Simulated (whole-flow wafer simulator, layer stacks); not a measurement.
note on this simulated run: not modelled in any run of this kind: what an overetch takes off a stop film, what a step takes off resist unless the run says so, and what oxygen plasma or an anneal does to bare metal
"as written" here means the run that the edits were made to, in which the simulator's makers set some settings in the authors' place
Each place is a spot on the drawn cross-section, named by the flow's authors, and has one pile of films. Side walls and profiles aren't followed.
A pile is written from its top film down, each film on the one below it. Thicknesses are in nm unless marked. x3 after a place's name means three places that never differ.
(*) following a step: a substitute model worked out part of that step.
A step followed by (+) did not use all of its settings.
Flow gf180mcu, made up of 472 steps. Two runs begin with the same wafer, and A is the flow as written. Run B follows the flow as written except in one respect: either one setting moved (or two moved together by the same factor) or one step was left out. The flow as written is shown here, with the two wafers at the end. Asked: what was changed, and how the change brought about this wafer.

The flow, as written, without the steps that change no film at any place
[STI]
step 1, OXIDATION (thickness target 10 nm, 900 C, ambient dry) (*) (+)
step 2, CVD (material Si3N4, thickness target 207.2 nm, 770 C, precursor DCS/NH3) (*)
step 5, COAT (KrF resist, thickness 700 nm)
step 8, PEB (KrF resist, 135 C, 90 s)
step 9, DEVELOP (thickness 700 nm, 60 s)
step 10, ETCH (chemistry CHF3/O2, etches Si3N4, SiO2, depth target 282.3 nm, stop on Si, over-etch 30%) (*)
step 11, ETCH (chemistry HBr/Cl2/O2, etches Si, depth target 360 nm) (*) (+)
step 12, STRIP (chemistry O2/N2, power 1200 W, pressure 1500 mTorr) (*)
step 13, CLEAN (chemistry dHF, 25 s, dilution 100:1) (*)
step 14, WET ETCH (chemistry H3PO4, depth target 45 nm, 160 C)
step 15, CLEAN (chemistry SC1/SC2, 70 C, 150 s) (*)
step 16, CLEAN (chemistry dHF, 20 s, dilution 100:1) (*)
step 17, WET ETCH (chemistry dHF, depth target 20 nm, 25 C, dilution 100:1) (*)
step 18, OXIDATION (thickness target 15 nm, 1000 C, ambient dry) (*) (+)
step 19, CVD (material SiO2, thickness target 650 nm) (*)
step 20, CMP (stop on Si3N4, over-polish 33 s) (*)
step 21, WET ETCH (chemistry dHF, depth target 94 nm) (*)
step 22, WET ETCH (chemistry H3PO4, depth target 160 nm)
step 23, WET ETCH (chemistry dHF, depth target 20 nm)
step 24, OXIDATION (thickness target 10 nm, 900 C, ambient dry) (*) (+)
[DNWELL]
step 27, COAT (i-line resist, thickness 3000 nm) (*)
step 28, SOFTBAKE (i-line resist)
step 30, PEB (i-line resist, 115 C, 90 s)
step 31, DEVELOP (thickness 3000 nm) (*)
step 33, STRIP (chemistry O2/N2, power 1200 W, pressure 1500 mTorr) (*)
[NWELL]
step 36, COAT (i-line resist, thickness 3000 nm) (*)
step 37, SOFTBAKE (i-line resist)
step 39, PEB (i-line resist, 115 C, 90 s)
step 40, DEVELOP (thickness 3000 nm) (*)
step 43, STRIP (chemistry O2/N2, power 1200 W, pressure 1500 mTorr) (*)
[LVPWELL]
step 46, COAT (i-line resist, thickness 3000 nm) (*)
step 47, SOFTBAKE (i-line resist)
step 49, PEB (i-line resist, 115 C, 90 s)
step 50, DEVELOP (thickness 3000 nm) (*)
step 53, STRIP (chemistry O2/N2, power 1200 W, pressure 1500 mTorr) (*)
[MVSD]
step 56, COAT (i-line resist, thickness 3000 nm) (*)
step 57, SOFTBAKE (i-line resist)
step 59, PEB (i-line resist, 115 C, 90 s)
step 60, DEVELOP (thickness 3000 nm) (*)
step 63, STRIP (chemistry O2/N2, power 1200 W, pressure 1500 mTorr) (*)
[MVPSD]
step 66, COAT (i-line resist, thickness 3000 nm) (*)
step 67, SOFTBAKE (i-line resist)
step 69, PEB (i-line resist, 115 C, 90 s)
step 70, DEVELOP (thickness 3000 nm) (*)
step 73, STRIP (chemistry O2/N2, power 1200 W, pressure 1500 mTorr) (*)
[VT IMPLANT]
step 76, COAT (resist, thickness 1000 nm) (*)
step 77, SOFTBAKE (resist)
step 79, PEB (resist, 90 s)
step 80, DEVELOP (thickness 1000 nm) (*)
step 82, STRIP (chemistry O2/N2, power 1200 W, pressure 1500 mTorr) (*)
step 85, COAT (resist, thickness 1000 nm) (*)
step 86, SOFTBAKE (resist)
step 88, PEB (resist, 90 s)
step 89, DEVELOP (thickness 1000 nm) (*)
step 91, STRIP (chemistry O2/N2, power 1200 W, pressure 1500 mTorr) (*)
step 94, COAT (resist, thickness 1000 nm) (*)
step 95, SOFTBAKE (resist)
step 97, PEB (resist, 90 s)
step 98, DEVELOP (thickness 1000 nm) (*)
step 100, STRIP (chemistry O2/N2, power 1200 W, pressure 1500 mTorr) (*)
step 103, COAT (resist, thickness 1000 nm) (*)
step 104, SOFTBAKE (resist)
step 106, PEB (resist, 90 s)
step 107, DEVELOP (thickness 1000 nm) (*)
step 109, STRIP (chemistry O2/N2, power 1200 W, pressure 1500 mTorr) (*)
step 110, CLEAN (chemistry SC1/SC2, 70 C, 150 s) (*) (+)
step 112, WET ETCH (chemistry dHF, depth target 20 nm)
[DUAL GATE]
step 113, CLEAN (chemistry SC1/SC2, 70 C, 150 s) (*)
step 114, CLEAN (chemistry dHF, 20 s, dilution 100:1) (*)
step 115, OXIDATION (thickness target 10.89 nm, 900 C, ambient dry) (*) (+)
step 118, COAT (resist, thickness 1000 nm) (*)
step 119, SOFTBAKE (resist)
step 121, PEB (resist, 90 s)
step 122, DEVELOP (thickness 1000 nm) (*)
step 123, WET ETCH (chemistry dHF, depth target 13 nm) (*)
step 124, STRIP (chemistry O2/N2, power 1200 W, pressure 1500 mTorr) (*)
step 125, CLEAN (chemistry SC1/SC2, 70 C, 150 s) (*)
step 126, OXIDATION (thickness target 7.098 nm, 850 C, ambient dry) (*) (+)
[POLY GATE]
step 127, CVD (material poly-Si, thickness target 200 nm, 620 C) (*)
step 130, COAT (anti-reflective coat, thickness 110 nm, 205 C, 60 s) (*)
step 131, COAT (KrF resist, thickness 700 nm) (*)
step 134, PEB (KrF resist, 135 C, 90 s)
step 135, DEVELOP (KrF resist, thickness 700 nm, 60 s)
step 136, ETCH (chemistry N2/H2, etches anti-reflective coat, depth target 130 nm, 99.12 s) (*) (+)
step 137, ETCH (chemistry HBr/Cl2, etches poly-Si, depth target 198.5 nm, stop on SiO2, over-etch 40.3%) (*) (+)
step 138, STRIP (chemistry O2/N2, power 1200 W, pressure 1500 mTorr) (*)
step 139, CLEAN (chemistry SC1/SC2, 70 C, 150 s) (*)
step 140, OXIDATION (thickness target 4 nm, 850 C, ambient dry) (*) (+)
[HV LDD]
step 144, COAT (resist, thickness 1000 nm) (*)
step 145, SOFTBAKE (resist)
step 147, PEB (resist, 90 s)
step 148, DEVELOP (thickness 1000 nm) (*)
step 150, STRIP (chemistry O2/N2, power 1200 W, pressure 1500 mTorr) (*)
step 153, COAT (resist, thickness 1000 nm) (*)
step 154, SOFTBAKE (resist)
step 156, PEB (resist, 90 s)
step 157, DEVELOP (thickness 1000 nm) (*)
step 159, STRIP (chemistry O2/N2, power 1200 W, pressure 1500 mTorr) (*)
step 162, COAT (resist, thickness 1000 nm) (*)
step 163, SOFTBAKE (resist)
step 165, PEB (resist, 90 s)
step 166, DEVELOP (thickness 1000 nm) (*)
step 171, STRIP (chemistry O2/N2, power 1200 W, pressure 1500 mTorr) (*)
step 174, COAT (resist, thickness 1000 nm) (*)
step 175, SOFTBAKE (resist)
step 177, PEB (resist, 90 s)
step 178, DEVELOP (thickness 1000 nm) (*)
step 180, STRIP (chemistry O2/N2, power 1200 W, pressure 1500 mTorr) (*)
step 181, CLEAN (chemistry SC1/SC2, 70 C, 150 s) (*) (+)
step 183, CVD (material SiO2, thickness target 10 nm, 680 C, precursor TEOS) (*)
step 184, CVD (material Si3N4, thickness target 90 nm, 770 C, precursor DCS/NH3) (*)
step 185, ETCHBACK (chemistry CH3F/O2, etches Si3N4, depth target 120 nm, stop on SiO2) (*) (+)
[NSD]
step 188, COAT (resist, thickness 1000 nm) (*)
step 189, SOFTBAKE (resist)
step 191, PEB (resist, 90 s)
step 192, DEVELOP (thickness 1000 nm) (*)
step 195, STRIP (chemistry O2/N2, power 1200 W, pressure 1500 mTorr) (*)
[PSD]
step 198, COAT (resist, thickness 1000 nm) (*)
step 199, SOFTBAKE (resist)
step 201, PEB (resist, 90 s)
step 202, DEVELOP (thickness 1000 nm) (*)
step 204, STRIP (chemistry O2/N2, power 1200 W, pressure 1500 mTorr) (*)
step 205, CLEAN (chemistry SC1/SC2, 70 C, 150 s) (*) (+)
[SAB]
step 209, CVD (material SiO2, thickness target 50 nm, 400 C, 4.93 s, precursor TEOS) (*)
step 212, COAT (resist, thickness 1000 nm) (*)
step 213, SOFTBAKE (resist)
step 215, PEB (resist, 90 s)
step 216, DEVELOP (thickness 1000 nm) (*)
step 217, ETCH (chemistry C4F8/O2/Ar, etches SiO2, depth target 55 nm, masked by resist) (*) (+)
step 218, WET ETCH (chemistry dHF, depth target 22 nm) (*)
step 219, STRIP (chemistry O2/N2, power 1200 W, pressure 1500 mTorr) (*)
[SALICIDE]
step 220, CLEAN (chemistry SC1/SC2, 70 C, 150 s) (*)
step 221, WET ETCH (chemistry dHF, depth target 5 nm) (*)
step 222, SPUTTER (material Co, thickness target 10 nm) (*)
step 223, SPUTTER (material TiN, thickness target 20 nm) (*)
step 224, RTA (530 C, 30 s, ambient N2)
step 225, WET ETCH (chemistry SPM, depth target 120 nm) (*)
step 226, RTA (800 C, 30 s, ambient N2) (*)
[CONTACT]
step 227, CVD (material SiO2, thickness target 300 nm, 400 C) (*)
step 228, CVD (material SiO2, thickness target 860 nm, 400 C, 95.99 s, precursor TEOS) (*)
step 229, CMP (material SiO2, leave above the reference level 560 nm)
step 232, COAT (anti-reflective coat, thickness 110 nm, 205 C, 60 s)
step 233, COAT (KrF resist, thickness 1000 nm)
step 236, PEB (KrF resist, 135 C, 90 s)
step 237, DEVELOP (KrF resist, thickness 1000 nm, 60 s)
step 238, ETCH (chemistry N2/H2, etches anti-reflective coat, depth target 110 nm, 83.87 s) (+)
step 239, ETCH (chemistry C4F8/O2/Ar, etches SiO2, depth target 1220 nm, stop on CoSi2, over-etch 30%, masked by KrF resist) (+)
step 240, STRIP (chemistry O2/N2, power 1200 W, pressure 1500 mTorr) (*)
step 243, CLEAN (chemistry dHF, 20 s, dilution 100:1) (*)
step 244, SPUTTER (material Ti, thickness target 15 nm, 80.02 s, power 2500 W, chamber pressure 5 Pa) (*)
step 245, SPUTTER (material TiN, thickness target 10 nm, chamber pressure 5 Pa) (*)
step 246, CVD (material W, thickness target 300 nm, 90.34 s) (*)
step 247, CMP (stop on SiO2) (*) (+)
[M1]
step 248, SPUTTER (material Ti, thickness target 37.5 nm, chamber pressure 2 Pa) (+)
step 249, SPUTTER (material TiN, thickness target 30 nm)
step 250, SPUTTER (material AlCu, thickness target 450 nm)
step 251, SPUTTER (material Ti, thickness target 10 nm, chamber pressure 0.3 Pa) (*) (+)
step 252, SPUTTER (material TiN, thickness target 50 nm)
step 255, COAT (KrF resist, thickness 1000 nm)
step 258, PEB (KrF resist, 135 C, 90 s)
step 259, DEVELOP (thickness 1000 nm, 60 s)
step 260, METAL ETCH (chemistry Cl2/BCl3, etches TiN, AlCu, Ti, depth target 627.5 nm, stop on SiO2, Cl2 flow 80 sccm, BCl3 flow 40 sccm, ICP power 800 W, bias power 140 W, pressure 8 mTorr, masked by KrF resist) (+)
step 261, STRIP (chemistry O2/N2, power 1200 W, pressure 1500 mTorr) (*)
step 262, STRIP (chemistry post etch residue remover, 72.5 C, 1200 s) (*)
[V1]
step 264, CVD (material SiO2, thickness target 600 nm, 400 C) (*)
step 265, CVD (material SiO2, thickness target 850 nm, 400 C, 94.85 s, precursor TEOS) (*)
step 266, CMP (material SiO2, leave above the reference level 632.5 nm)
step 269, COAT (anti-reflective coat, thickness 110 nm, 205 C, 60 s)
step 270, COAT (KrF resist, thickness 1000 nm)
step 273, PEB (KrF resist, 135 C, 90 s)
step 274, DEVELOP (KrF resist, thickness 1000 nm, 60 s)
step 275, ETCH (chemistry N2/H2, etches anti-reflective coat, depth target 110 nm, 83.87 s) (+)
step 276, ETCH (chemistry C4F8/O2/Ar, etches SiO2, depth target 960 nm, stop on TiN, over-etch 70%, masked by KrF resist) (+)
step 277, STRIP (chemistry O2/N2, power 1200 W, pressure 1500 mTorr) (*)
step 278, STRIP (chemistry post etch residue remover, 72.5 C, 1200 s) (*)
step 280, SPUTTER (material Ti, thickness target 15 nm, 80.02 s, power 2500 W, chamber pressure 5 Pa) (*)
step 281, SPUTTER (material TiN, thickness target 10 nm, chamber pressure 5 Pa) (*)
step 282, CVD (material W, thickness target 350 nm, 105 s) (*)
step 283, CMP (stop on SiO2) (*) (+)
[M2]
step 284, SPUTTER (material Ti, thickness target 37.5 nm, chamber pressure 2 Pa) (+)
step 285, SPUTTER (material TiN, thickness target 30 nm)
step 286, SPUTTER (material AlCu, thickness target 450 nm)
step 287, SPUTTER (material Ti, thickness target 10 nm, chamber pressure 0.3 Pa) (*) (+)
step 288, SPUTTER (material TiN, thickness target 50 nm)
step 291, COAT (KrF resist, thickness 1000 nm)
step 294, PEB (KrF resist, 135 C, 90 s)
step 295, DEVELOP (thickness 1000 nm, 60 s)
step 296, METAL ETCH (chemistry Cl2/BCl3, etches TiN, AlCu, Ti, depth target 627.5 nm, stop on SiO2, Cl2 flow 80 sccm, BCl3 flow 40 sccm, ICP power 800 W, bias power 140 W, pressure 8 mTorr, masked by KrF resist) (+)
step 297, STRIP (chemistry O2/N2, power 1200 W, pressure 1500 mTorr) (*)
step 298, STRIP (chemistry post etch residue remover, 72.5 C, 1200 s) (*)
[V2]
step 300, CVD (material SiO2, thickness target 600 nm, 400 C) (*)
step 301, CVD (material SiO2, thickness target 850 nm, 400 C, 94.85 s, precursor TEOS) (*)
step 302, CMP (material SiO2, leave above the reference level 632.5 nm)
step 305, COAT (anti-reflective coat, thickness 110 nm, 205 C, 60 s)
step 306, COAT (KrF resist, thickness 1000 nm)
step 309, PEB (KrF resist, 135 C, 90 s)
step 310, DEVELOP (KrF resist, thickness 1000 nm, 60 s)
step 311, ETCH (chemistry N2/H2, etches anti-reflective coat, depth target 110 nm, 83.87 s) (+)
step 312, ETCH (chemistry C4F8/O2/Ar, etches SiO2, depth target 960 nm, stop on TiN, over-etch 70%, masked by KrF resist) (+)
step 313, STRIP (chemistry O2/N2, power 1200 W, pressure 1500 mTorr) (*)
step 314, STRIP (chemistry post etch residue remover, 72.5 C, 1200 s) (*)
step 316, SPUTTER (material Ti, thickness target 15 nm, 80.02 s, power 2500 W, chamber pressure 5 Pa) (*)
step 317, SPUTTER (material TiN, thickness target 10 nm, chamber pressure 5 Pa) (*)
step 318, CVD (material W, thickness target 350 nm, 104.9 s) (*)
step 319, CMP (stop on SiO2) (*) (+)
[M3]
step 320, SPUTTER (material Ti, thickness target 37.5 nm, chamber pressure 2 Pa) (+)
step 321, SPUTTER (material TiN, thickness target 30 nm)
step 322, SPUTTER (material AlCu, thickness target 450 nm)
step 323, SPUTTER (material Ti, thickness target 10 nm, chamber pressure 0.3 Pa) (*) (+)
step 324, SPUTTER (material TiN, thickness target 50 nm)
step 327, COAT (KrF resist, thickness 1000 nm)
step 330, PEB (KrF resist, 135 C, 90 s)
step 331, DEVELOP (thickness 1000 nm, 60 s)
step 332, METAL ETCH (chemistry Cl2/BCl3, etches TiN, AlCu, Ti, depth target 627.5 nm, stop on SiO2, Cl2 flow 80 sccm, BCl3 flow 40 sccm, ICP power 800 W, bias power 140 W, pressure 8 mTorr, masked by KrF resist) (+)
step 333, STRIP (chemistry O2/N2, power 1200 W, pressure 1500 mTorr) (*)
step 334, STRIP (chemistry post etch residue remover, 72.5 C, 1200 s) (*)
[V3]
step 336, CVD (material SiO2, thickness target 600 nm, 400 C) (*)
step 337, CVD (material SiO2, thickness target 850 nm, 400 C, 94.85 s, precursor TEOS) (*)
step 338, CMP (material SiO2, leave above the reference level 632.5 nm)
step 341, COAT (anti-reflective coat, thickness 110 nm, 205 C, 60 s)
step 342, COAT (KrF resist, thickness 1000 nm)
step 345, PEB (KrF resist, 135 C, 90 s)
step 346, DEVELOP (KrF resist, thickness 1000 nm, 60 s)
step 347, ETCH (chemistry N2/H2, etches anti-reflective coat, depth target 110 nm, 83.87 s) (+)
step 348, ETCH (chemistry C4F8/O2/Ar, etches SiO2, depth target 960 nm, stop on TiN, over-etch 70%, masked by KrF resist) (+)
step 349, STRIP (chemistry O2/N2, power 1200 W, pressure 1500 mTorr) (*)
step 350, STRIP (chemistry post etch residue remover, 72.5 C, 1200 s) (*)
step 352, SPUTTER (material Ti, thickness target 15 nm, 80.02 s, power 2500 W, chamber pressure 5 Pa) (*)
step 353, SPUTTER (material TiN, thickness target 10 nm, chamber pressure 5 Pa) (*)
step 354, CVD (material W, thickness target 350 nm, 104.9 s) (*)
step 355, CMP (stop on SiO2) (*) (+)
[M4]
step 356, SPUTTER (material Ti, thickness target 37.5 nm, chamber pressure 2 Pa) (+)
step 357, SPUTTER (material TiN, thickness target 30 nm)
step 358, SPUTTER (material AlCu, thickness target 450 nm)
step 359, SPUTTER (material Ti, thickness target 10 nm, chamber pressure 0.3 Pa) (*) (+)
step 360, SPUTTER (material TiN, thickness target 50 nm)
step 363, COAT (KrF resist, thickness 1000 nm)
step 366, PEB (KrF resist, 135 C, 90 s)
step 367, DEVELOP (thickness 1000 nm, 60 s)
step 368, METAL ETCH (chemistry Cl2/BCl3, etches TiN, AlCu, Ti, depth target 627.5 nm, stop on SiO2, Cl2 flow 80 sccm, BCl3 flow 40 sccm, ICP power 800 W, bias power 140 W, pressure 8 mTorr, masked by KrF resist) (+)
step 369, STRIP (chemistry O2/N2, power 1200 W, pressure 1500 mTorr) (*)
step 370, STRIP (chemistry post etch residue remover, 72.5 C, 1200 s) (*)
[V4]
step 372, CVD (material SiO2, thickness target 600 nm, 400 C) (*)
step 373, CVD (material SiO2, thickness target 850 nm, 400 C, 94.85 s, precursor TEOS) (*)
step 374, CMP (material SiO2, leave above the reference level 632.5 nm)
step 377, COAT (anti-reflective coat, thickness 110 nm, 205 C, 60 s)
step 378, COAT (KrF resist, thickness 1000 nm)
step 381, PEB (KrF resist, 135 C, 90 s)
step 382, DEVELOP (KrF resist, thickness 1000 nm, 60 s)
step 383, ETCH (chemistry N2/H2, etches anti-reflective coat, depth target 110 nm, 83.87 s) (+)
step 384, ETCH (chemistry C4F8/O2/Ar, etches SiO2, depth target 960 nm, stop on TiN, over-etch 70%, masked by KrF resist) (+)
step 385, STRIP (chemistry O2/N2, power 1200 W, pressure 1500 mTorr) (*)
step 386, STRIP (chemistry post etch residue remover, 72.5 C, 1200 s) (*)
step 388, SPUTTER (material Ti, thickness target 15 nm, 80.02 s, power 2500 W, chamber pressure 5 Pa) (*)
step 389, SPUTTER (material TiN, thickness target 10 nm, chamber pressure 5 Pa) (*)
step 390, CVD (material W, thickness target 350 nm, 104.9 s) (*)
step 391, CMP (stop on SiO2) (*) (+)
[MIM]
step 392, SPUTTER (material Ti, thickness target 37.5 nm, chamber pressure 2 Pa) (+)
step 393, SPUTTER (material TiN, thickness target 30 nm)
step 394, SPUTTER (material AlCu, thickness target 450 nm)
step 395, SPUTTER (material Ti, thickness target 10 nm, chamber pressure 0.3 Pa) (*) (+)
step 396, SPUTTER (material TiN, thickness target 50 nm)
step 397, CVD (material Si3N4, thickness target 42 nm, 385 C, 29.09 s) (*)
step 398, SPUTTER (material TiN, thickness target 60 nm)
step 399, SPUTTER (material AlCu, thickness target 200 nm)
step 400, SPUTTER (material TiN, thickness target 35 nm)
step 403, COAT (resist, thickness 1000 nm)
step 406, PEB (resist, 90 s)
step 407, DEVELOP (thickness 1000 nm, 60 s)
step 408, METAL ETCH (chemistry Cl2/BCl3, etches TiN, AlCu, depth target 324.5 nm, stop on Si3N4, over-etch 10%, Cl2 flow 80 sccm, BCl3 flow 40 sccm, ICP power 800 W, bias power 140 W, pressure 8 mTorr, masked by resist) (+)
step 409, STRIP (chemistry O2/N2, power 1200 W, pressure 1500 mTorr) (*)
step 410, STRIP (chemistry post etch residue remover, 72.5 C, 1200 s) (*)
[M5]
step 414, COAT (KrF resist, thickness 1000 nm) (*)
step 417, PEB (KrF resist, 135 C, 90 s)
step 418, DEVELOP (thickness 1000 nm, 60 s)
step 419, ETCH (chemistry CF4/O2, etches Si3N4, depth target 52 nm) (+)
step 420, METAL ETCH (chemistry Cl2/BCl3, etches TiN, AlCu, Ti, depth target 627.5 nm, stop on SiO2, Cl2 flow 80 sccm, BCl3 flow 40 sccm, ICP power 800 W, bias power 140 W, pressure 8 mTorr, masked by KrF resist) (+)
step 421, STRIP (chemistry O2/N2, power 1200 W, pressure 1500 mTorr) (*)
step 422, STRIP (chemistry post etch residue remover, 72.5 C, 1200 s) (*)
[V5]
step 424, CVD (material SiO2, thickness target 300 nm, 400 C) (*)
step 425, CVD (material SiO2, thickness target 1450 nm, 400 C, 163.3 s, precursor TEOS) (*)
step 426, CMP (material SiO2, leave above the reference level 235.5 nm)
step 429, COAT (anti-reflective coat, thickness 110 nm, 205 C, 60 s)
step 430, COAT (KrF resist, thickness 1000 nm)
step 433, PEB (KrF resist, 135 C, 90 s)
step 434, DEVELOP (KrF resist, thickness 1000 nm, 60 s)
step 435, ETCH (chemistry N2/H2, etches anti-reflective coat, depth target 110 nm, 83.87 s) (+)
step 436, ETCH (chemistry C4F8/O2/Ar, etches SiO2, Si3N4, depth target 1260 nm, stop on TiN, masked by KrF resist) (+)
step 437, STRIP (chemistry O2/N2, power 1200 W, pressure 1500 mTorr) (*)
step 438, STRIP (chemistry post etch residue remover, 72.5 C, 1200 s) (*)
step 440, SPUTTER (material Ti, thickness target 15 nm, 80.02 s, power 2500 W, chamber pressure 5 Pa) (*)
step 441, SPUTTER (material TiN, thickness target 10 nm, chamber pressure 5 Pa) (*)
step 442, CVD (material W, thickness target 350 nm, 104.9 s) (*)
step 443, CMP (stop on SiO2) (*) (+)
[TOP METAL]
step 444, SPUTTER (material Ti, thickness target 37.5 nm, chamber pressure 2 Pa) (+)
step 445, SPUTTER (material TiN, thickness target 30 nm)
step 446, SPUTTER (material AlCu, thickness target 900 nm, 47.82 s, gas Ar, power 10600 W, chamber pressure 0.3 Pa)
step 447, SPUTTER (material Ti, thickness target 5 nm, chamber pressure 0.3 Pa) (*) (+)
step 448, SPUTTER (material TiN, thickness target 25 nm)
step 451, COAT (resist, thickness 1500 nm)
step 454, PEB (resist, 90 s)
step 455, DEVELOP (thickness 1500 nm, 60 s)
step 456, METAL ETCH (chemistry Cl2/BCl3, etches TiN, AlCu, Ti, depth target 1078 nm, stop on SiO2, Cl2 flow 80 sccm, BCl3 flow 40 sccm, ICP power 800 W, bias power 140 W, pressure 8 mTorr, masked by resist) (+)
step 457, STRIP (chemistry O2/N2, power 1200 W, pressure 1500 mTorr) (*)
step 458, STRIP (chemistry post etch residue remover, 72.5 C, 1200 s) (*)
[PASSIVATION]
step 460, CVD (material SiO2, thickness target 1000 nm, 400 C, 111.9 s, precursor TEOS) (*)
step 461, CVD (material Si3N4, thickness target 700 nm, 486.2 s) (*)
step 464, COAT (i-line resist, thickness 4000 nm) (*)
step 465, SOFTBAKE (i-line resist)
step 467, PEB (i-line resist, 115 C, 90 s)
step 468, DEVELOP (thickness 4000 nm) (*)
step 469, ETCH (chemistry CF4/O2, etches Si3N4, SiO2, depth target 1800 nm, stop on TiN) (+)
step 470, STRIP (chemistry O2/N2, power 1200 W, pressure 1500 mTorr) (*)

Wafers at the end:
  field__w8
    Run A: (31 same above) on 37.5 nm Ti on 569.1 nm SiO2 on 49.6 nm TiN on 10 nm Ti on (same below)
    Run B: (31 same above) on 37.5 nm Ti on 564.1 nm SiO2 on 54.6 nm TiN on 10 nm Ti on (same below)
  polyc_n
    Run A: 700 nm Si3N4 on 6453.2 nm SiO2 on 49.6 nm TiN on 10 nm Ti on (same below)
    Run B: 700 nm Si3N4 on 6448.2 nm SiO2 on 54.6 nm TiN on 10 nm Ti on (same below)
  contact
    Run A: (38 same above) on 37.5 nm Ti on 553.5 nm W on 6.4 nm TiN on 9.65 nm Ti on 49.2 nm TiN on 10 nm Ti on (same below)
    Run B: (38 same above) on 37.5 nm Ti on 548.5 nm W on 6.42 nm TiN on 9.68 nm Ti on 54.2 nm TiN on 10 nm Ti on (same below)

The reason: step 252, SPUTTER: thickness target 55 nm was run, whereas the flow has thickness target 50 nm.

The path from the change to this, step by step:
  step 252, SPUTTER (material TiN, thickness target 50 nm)
      field, field__w1, field__w2 and 108 more: A TiN gains 50 (new film) | B TiN gains 55 (new film)
  step 260, METAL ETCH (chemistry Cl2/BCl3, etches TiN, AlCu, Ti, depth target 627.5 nm, stop on SiO2, Cl2 flow 80 sccm, BCl3 flow 40 sccm, ICP power 800 W, bias power 140 W, pressure 8 mTorr, masked by KrF resist) (+)
      field, field__w1, field__w2 and 99 more: A TiN loses 50 (all of it), Ti loses 10 (all of it), AlCu loses 450 (all of it), TiN loses 30 (all of it), Ti loses 37.5 (all of it) | B TiN loses 55 (all of it), Ti loses 10 (all of it), AlCu loses 450 (all of it), TiN loses 30 (all of it), Ti loses 37.5 (all of it)
